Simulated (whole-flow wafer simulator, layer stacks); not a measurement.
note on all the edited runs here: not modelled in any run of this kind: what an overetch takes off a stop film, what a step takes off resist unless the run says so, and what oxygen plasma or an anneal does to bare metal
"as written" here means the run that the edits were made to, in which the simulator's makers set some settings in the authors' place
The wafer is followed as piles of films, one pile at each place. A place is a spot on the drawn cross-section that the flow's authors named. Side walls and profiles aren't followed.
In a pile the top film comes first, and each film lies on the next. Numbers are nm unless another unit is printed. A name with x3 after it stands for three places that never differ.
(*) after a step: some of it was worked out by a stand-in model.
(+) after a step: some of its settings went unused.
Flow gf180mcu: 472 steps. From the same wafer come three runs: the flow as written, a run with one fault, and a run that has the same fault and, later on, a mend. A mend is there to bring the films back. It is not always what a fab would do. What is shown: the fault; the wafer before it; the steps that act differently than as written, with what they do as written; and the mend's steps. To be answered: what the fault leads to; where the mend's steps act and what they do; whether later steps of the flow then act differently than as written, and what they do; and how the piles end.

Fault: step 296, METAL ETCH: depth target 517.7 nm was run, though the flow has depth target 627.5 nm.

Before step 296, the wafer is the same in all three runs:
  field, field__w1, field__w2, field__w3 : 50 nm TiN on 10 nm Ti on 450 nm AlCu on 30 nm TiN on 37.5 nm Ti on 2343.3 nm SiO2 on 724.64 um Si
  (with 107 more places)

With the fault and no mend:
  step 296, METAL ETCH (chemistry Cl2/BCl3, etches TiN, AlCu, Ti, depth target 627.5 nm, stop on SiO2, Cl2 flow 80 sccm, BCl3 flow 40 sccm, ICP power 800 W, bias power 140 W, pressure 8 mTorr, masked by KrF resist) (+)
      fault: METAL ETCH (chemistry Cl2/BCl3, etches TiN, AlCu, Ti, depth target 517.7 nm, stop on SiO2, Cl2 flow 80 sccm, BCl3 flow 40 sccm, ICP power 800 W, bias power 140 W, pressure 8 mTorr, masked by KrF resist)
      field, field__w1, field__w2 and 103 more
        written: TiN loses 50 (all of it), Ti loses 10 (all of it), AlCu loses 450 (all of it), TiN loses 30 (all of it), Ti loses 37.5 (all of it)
        fault: TiN loses 50 (all of it), Ti loses 10 (all of it), AlCu loses 450 (all of it), TiN loses 7.7
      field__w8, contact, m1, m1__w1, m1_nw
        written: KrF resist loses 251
        fault: KrF resist loses 207.1
  Later steps of the flow acting differently than as written (1 more step, not shown, differs only slightly: by at most 2% or 0.5 nm, whichever is larger):
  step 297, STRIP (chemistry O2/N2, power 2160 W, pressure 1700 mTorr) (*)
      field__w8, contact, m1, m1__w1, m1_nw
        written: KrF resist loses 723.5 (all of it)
        fault: KrF resist loses 767.4 (all of it)
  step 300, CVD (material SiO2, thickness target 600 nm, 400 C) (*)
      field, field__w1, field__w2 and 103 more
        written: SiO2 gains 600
        fault: SiO2 gains 600 (new film)
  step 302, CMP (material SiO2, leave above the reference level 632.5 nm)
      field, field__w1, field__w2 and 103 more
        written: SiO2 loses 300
        fault: SiO2 loses 359.4
  At field, field__w1, field__w2 and 104 more, the piles at the end differ from the flow's by more than 2% or 0.5 nm, whichever is larger.
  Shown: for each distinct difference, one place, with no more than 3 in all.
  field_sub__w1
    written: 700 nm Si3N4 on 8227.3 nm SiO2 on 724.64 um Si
    fault: 700 nm Si3N4 on 5824.6 nm SiO2 on 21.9 nm TiN on 37.5 nm Ti on 2343.2 nm SiO2 on 724.64 um Si
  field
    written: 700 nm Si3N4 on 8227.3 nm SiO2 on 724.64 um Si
    fault: 700 nm Si3N4 on 5824.6 nm SiO2 on 21.9 nm TiN on 37.5 nm Ti on 2343.3 nm SiO2 on 724.64 um Si
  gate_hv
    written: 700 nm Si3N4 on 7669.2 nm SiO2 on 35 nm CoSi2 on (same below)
    fault: 700 nm Si3N4 on 5824.6 nm SiO2 on 21.9 nm TiN on 37.5 nm Ti on 1785.1 nm SiO2 on 35 nm CoSi2 on (same below)

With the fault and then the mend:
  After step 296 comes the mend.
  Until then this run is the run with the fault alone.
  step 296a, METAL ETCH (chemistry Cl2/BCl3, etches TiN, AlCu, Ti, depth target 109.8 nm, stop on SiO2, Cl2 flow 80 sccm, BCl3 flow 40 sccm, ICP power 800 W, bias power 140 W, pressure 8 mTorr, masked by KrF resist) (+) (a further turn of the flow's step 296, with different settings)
      field, field__w1, field__w2 and 103 more
        TiN loses 22.3 (all of it), Ti loses 37.5 (all of it)
      field__w8, contact, m1, m1__w1, m1_nw
        KrF resist loses 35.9
  None of the later steps of the flow differs from how it acts as written, at any place that is followed, by more than 2% or 0.5 nm, whichever is larger.
  The piles end the same as the flow's at every place that both follow.
